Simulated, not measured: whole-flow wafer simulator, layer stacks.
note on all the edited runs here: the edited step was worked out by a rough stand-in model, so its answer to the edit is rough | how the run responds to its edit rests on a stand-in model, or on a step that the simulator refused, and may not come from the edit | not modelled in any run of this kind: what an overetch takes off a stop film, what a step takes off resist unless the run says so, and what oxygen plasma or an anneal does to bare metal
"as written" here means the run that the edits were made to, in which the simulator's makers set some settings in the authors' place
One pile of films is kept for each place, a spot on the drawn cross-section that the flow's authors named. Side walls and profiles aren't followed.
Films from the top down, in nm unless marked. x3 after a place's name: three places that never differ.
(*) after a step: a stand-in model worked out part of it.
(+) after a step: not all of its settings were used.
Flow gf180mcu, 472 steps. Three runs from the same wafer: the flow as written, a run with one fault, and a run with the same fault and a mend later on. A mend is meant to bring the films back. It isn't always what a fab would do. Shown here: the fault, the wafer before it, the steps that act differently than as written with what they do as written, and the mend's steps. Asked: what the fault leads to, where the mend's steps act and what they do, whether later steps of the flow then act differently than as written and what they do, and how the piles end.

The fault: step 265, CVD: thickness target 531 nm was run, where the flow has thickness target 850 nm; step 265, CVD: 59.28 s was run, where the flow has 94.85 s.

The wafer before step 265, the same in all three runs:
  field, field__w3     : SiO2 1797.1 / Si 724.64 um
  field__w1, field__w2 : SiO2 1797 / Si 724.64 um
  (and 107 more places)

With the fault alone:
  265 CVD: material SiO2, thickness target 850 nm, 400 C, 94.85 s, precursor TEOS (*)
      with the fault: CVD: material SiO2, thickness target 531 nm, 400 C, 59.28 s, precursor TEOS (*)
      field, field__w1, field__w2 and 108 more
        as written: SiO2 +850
        with the fault: SiO2 +538.1
  Later steps of the flow that act differently than as written (6 more steps differ only slightly, by at most 2% or 0.5 nm, whichever is larger, and aren't shown):
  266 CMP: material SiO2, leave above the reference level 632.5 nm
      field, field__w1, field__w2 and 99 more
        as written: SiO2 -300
        with the fault: nothing
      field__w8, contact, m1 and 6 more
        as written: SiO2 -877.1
        with the fault: SiO2 -565.2
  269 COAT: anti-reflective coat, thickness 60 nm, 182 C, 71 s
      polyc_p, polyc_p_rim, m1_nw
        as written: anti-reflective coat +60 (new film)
        with the fault: anti-reflective coat +54.9 (new film)
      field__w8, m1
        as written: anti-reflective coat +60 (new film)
        with the fault: anti-reflective coat +53 (new film)
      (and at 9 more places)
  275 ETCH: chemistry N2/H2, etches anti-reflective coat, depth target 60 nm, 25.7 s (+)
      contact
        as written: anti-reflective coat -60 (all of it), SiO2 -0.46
        with the fault: anti-reflective coat -52.9 (all of it), SiO2 -0.64
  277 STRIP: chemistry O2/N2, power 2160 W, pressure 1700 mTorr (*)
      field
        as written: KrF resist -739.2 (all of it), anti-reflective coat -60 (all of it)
        with the fault: KrF resist -736.7 (all of it), anti-reflective coat -64.6 (all of it)
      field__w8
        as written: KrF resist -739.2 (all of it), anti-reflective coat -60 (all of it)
        with the fault: KrF resist -738.1 (all of it), anti-reflective coat -53 (all of it)
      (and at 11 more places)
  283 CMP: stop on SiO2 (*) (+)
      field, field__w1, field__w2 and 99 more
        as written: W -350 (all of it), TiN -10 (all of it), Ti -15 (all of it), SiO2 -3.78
        with the fault: W -350 (all of it), TiN -10 (all of it), Ti -15 (all of it), SiO2 -8.12
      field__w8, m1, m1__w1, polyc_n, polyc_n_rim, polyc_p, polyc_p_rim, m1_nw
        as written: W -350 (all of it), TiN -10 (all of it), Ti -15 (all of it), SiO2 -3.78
        with the fault: W -350 (all of it), TiN -10 (all of it), Ti -15 (all of it), SiO2 -20
  At the end the piles differ from the flow's by more than 2% or 0.5 nm, whichever is larger, at field__w8, contact, m1, m1__w1, m1_nw.
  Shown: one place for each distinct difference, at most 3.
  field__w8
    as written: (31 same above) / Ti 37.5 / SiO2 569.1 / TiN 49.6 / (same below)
    with the fault: (31 same above) / Ti 37.5 / SiO2 552.9 / TiN 49.6 / (same below)
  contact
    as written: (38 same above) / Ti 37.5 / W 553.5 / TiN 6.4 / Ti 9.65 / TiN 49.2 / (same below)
    with the fault: (38 same above) / Ti 37.5 / W 537.2 / TiN 6.45 / Ti 9.72 / TiN 49.2 / (same below)

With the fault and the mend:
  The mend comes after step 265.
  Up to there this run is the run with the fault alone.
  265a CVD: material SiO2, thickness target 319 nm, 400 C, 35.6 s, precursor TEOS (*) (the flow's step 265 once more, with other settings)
      field, field__w1, field__w2 and 108 more
        SiO2 +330
  Later steps of the flow that act differently than as written:
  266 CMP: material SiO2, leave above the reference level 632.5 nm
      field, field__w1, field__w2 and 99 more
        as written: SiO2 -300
        with the mend: SiO2 -318.1
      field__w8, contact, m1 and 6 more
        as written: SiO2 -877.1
        with the mend: SiO2 -895.2
  At the end the piles are the same as the flow's at every place that both follow.
